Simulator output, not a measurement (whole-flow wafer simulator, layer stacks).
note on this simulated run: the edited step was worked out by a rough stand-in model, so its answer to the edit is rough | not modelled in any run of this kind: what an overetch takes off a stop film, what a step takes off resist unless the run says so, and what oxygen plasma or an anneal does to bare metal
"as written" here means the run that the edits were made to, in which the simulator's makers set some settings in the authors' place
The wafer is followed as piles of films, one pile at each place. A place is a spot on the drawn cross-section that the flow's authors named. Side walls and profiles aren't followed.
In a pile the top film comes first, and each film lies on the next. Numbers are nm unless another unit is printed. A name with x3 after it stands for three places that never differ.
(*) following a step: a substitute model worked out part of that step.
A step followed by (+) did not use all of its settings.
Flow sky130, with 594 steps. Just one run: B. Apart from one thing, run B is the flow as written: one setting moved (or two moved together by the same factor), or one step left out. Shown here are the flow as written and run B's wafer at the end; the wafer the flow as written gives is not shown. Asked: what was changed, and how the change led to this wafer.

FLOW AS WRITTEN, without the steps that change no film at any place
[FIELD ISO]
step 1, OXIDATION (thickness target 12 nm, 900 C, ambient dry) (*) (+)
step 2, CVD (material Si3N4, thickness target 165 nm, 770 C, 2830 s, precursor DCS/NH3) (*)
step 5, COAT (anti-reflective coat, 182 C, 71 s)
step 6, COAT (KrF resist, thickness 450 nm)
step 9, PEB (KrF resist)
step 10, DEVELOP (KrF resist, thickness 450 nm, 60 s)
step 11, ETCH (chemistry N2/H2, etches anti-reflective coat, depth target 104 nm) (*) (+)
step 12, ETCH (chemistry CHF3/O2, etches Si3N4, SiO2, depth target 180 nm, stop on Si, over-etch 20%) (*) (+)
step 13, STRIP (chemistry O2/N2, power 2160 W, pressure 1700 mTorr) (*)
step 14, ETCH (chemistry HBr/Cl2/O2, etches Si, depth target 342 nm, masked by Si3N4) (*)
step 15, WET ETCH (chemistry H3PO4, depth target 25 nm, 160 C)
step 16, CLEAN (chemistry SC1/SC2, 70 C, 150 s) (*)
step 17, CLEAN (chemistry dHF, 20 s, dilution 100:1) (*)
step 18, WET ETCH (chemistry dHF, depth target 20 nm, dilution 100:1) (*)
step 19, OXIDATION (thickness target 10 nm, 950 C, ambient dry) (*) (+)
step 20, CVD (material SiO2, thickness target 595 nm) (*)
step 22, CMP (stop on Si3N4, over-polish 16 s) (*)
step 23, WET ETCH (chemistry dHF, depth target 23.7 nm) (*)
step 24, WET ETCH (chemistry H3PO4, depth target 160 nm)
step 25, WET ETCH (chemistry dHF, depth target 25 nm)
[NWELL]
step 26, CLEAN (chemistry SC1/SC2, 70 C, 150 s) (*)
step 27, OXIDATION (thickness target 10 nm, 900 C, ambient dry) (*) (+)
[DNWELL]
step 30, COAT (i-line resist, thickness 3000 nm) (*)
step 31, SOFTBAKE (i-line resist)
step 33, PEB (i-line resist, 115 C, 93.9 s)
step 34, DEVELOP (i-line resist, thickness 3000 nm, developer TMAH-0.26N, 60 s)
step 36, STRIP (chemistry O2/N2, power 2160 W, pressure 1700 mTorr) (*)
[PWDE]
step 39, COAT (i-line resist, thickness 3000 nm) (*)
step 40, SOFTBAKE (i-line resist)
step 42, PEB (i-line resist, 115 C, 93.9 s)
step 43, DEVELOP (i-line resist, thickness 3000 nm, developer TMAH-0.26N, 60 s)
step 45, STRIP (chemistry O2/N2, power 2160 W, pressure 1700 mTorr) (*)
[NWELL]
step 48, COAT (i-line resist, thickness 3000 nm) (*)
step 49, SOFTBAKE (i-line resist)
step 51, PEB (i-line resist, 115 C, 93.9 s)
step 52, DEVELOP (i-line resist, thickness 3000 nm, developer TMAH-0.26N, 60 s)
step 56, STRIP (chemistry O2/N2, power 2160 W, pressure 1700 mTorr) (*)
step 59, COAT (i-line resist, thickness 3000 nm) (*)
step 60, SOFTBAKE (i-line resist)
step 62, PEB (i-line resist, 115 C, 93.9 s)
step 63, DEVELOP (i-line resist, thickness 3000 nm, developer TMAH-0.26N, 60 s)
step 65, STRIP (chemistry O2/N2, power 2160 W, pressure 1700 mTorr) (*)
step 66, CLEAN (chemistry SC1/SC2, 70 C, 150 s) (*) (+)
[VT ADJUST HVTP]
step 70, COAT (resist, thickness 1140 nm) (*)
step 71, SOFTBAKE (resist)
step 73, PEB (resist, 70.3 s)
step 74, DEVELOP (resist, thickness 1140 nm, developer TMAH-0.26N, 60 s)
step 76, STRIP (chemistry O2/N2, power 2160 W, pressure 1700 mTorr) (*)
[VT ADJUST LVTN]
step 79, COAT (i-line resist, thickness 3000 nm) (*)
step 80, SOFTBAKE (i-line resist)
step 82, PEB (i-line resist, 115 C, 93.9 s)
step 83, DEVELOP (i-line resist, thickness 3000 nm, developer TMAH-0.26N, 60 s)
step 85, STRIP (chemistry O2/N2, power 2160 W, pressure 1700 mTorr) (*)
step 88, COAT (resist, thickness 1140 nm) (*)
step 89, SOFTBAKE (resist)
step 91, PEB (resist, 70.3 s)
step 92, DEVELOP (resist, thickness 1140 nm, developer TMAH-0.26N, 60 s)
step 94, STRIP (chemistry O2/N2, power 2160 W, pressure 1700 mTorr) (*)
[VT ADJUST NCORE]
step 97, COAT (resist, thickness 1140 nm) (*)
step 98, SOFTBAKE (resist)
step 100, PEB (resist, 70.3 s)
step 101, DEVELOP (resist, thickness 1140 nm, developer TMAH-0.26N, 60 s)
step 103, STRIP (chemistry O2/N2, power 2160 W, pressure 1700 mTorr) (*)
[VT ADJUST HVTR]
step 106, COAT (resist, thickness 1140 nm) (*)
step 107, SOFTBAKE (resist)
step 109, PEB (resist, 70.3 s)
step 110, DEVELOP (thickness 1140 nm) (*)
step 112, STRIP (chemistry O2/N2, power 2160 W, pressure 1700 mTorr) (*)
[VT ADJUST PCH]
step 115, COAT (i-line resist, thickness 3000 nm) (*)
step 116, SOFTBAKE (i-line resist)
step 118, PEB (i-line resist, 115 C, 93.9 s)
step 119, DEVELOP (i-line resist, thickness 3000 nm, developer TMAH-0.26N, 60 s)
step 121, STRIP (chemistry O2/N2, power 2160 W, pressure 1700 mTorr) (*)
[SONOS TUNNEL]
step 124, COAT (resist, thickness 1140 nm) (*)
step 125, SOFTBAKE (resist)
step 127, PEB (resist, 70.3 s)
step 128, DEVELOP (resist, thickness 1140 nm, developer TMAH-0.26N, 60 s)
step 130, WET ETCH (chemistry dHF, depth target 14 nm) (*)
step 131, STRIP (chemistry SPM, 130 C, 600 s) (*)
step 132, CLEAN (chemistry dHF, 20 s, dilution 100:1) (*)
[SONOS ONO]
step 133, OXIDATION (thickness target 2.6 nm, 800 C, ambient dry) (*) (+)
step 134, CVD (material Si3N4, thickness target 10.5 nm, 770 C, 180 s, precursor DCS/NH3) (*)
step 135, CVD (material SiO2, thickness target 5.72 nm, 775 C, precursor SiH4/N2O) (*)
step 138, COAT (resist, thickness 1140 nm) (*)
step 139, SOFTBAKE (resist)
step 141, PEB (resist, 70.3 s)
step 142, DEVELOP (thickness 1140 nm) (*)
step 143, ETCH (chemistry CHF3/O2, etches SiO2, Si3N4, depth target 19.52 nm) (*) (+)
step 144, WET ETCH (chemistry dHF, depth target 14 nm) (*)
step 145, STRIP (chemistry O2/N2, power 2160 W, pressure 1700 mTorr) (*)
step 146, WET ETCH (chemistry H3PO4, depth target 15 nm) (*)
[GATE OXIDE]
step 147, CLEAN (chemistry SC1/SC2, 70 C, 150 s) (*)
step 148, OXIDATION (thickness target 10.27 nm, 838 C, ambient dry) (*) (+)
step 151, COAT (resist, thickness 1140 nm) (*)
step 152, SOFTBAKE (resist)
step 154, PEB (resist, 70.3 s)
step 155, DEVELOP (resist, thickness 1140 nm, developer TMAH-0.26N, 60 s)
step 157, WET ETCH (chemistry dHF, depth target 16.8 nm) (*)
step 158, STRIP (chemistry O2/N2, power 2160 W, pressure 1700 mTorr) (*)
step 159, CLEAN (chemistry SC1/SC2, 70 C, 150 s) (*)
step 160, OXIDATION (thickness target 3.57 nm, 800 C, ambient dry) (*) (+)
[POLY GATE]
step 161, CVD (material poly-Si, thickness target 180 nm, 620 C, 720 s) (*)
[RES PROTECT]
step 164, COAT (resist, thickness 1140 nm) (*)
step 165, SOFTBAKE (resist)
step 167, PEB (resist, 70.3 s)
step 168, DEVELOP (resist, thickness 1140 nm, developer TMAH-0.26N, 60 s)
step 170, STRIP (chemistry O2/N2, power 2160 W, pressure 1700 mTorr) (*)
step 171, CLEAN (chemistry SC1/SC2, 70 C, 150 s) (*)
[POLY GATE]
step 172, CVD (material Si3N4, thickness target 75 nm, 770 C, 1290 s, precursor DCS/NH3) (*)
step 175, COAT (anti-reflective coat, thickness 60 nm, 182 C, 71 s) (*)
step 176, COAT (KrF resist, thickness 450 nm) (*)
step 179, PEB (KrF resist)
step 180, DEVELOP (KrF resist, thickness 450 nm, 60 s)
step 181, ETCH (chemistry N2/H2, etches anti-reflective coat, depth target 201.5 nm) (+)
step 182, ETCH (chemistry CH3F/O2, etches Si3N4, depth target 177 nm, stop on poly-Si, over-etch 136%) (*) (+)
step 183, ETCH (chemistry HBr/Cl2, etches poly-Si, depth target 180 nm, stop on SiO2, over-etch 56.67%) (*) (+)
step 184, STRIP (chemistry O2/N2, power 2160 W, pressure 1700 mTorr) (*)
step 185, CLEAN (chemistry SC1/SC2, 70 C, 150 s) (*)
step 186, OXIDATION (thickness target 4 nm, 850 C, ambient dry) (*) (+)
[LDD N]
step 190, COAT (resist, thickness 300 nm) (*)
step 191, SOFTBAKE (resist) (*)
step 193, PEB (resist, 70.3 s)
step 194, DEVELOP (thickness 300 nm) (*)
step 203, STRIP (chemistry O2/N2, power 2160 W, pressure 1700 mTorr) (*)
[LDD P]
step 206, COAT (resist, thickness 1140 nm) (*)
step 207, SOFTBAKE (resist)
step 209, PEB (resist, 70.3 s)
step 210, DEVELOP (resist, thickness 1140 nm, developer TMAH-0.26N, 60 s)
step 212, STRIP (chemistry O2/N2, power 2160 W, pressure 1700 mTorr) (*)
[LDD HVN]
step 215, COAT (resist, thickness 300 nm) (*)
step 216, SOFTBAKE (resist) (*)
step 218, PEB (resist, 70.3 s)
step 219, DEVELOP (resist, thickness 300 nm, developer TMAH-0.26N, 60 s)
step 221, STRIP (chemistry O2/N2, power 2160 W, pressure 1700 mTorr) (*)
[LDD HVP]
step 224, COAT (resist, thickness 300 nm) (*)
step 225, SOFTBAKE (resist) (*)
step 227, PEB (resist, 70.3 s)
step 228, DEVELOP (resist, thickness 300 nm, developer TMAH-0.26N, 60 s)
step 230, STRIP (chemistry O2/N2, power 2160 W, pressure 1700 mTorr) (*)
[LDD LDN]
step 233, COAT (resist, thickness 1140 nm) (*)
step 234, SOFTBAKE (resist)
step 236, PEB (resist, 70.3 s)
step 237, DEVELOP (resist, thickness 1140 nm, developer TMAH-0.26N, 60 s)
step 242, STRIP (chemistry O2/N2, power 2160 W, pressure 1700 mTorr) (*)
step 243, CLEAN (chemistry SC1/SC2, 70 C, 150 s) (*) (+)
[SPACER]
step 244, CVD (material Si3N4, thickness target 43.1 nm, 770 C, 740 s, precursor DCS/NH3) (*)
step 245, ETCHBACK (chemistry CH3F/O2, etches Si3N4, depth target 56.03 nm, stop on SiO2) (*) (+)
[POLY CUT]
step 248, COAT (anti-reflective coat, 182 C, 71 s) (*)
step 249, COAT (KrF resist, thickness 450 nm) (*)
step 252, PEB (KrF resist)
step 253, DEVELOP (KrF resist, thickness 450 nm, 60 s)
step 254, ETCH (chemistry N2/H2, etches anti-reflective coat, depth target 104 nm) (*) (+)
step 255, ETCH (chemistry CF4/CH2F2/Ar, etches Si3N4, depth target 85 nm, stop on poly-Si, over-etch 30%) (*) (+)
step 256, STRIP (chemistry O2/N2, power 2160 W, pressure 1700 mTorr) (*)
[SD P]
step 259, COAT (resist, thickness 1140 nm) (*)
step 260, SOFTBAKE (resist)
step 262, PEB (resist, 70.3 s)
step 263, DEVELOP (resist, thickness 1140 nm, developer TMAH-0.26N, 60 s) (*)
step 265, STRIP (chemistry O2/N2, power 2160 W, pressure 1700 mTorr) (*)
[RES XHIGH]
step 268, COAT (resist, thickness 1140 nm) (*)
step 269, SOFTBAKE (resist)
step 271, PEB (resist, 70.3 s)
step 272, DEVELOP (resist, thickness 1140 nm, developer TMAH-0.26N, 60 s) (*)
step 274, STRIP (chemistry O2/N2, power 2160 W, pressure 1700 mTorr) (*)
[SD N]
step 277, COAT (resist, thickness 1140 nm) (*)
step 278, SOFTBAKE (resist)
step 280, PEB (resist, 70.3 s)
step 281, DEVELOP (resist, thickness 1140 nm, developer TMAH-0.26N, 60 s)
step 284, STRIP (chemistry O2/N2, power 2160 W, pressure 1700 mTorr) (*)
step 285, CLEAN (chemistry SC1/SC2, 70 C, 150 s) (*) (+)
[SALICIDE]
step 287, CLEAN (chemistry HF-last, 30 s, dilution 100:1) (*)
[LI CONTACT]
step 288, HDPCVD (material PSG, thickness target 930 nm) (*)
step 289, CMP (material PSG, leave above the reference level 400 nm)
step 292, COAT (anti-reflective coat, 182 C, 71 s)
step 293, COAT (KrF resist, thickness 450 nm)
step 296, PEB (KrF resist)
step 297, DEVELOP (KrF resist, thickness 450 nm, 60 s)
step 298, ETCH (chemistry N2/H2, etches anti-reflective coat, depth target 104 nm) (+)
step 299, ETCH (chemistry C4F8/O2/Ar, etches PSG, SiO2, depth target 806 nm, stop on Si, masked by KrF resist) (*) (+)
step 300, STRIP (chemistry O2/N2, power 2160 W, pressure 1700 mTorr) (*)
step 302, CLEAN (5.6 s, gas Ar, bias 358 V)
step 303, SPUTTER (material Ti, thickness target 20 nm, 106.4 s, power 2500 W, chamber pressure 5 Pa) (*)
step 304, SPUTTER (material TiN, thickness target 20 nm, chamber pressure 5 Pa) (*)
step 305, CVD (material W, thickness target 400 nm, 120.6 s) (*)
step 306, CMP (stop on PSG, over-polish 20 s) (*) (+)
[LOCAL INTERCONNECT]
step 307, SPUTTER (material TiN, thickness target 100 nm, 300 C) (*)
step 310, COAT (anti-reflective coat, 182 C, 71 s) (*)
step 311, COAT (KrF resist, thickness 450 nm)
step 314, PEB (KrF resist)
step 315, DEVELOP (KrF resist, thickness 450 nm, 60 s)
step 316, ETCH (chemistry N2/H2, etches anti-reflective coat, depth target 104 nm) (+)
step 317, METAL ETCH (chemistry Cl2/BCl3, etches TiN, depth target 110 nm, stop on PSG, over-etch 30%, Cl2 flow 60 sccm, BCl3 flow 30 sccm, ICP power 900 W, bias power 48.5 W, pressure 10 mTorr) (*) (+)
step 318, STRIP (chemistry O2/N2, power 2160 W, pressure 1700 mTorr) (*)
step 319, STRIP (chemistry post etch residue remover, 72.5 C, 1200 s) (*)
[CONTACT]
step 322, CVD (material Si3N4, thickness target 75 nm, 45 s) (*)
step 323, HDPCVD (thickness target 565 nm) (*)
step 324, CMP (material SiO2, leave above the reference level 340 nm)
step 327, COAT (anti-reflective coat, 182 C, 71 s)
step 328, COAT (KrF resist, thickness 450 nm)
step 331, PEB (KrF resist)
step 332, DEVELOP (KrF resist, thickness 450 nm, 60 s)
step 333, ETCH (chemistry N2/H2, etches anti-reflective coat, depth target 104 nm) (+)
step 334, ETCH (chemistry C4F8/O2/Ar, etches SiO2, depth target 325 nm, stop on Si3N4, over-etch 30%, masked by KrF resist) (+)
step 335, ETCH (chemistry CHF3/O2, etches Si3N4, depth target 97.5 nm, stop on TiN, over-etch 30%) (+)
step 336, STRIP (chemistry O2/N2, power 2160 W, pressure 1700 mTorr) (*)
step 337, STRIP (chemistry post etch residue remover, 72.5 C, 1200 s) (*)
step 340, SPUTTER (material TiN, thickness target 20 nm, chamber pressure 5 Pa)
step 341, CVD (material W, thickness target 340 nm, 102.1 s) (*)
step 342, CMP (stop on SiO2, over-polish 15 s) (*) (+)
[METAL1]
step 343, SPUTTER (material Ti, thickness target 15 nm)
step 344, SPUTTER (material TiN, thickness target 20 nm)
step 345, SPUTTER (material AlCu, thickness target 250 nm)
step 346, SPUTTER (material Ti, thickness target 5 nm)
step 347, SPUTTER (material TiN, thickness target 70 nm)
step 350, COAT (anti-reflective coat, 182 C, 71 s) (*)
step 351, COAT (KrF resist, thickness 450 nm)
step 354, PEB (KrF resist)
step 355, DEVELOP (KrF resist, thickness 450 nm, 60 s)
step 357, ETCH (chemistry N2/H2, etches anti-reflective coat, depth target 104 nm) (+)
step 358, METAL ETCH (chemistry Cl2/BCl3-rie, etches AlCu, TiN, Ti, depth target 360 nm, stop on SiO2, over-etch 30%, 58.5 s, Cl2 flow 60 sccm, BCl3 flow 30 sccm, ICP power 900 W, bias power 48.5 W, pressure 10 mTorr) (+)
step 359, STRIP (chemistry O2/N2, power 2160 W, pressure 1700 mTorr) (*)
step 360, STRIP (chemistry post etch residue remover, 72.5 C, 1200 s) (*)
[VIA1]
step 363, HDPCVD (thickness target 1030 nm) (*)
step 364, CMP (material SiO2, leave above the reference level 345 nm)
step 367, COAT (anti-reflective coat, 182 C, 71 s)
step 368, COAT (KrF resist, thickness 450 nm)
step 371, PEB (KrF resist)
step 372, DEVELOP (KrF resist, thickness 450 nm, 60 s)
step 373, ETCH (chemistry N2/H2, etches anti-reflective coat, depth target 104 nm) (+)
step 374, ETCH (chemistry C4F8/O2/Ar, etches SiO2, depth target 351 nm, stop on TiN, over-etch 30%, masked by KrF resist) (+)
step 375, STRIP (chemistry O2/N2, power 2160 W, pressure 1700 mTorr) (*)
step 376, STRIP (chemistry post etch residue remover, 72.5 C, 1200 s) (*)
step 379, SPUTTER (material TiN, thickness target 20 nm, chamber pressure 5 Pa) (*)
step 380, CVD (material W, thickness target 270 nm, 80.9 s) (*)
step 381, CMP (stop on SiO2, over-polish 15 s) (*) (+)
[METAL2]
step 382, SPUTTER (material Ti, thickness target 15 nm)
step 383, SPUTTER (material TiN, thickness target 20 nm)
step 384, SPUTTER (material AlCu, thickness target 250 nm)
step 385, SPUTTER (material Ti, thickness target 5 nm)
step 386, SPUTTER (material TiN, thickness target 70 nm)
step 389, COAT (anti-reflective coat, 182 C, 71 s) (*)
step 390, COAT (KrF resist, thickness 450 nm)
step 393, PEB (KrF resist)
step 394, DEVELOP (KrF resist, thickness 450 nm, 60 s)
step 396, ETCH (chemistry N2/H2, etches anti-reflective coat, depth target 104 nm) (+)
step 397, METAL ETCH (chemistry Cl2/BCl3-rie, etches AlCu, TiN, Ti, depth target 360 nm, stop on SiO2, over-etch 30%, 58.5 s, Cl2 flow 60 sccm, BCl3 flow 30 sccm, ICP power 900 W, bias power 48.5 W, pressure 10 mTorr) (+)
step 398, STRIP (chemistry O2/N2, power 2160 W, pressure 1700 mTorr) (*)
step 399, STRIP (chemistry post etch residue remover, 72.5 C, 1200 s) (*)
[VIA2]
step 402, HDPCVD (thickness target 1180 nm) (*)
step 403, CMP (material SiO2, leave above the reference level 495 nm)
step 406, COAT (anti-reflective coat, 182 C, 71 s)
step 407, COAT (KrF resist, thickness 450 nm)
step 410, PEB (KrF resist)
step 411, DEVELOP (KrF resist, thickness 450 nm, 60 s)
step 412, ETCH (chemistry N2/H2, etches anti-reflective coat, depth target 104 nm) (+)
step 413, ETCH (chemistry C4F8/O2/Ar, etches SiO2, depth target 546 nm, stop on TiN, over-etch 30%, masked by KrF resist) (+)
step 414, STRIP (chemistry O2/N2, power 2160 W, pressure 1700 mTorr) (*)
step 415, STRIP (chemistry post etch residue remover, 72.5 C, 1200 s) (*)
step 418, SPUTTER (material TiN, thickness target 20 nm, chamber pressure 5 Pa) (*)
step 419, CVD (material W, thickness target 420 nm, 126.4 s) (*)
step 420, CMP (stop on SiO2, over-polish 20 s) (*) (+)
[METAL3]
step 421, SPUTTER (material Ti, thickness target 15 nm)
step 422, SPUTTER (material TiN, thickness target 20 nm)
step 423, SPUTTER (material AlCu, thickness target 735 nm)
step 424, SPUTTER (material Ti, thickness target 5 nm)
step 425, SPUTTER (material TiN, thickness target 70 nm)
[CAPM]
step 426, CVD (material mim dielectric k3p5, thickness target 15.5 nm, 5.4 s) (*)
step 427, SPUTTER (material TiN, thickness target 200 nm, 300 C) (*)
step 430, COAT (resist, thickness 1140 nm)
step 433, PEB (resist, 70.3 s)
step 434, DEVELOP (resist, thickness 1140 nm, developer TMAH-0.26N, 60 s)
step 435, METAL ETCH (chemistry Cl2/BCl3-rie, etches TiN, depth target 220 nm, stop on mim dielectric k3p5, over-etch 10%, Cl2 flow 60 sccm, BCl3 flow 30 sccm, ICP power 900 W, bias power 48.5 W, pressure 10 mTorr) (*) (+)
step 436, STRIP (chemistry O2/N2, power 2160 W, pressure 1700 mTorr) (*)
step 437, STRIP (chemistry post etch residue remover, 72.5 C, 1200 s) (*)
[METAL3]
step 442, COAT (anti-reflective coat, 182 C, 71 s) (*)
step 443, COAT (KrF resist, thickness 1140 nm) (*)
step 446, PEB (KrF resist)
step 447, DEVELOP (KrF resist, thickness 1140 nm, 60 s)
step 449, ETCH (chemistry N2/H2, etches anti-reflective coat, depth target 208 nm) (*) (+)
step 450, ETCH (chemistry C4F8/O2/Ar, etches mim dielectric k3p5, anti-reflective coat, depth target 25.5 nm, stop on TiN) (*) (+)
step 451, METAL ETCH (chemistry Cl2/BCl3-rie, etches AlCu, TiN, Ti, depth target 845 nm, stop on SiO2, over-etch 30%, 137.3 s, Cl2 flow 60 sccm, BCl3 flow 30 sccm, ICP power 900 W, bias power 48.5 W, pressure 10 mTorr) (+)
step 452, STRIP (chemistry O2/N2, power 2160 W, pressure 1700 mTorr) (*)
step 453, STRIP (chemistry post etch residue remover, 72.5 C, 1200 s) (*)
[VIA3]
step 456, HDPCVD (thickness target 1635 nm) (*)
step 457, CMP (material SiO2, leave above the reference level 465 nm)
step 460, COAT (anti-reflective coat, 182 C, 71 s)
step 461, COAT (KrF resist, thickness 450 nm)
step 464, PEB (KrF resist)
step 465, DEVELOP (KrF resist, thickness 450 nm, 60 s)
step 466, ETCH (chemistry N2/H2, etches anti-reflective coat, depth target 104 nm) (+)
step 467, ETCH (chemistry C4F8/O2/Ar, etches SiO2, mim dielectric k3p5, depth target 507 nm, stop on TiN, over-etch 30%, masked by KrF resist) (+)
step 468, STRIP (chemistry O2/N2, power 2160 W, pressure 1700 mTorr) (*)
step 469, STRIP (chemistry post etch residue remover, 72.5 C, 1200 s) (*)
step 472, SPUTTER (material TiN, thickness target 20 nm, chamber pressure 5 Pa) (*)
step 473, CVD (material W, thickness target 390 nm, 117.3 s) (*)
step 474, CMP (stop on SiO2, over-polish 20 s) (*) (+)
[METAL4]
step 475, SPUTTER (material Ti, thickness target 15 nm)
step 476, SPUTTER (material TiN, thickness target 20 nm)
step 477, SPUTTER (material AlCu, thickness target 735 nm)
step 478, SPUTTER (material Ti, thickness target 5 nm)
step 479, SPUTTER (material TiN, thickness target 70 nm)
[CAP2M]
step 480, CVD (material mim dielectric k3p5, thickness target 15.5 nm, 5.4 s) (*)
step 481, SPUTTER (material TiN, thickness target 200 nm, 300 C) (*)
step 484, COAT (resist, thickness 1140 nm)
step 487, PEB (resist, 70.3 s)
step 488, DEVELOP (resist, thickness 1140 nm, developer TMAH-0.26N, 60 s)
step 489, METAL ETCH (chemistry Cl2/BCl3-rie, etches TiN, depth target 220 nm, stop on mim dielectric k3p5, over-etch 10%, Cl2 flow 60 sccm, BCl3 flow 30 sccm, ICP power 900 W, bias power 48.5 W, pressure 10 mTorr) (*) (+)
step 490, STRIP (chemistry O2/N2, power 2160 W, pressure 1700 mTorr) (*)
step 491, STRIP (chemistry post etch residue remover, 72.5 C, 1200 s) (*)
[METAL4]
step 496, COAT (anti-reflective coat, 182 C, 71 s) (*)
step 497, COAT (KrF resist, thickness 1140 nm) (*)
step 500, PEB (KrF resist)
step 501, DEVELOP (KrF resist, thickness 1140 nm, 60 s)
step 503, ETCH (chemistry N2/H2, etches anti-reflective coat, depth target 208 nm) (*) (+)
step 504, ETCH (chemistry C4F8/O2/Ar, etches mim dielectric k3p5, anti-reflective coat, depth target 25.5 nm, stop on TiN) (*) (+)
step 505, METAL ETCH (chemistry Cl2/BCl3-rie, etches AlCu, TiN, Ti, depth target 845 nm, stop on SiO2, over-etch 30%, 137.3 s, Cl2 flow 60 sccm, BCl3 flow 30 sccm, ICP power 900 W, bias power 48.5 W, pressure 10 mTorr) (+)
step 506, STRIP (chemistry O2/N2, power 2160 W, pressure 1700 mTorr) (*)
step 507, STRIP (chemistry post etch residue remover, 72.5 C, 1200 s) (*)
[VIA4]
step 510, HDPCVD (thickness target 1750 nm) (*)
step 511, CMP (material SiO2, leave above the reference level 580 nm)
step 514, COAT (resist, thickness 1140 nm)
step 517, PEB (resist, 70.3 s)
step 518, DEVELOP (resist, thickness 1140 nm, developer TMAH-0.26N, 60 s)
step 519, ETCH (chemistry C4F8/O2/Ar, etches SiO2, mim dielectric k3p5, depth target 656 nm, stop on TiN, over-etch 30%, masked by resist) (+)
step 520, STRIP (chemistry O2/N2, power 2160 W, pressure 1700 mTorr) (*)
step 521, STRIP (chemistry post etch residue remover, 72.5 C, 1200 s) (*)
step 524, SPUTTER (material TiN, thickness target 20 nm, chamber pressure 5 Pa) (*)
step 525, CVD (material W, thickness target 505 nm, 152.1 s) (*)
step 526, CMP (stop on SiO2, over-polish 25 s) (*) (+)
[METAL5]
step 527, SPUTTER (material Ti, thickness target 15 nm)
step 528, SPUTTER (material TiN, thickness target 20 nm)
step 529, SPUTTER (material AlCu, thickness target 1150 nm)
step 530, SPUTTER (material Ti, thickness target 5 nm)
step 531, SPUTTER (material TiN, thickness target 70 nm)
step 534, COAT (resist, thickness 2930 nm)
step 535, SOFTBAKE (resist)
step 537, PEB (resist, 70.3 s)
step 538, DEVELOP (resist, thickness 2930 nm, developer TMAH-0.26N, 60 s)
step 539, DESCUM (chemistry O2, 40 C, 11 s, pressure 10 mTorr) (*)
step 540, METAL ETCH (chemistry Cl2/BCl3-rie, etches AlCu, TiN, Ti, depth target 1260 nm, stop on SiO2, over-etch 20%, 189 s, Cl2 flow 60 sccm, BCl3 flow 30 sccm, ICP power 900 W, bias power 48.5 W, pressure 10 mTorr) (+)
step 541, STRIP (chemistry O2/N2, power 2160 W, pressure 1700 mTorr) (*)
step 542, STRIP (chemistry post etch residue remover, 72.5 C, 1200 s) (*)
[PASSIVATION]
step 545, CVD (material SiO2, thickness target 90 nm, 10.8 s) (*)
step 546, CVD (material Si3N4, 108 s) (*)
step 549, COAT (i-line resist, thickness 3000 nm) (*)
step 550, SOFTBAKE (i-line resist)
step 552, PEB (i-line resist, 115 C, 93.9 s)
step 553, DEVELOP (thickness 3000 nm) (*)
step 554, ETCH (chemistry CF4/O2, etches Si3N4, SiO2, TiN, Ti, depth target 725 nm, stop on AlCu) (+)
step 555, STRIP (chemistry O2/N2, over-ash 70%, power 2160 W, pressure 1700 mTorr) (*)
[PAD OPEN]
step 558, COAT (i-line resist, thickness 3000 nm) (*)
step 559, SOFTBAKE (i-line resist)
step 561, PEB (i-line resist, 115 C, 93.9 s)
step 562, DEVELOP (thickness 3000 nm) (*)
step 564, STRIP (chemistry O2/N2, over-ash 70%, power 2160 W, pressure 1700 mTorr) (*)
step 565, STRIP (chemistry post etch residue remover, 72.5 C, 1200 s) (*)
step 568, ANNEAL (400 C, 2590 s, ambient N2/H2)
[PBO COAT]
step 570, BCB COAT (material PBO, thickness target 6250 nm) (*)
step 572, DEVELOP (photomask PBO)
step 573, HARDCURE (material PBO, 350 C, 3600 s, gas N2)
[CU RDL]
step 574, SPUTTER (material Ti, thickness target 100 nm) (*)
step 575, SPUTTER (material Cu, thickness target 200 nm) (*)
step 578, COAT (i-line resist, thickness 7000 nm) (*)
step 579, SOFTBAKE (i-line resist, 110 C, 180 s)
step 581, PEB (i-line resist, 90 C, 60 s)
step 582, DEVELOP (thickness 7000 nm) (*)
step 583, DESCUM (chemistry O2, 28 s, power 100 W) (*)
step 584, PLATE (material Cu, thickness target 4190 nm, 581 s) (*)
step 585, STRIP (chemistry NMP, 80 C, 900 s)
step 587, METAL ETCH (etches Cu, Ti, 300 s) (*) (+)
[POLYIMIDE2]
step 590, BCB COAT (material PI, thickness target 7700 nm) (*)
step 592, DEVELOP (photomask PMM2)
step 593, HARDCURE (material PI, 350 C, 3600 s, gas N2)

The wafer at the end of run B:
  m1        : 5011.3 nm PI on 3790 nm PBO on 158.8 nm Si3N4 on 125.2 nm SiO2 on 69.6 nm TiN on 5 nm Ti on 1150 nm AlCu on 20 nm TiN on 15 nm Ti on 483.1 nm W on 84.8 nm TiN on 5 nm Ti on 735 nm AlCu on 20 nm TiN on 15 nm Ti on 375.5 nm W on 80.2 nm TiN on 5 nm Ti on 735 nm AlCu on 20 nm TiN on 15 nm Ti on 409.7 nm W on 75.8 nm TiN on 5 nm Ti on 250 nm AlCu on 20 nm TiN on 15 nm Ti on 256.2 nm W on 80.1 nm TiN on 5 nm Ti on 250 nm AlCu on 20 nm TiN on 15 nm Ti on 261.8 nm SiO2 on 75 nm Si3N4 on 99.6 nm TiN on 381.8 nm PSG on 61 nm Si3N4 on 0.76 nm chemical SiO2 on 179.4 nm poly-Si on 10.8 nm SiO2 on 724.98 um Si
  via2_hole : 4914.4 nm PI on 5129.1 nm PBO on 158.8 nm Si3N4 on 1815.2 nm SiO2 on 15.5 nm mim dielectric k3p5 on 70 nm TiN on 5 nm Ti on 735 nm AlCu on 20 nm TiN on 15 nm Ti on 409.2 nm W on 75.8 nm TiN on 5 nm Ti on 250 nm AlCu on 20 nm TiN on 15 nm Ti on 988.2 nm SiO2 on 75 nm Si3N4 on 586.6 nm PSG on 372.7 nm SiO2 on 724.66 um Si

The reason: step 418, SPUTTER: thickness target 13 nm was run, while the flow as written has thickness target 20 nm.

How this came from the change, step by step:
  step 418, SPUTTER (material TiN, thickness target 20 nm, chamber pressure 5 Pa) (*)
      field, active, n_well and 186 more: +13 TiN (new film) (it would be, as written: +20 TiN (new film))
      m1: +6.63 TiN (it would be, as written: +10.2 TiN)
      (also at 1 further place)
  step 420, CMP (stop on SiO2, over-polish 20 s) (*) (+)
      field, active, n_well and 186 more: -420 W (all of it), -13 TiN (all of it), -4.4 SiO2 (it would be, as written: -420 W (all of it), -20 TiN (all of it), -4.4 SiO2)
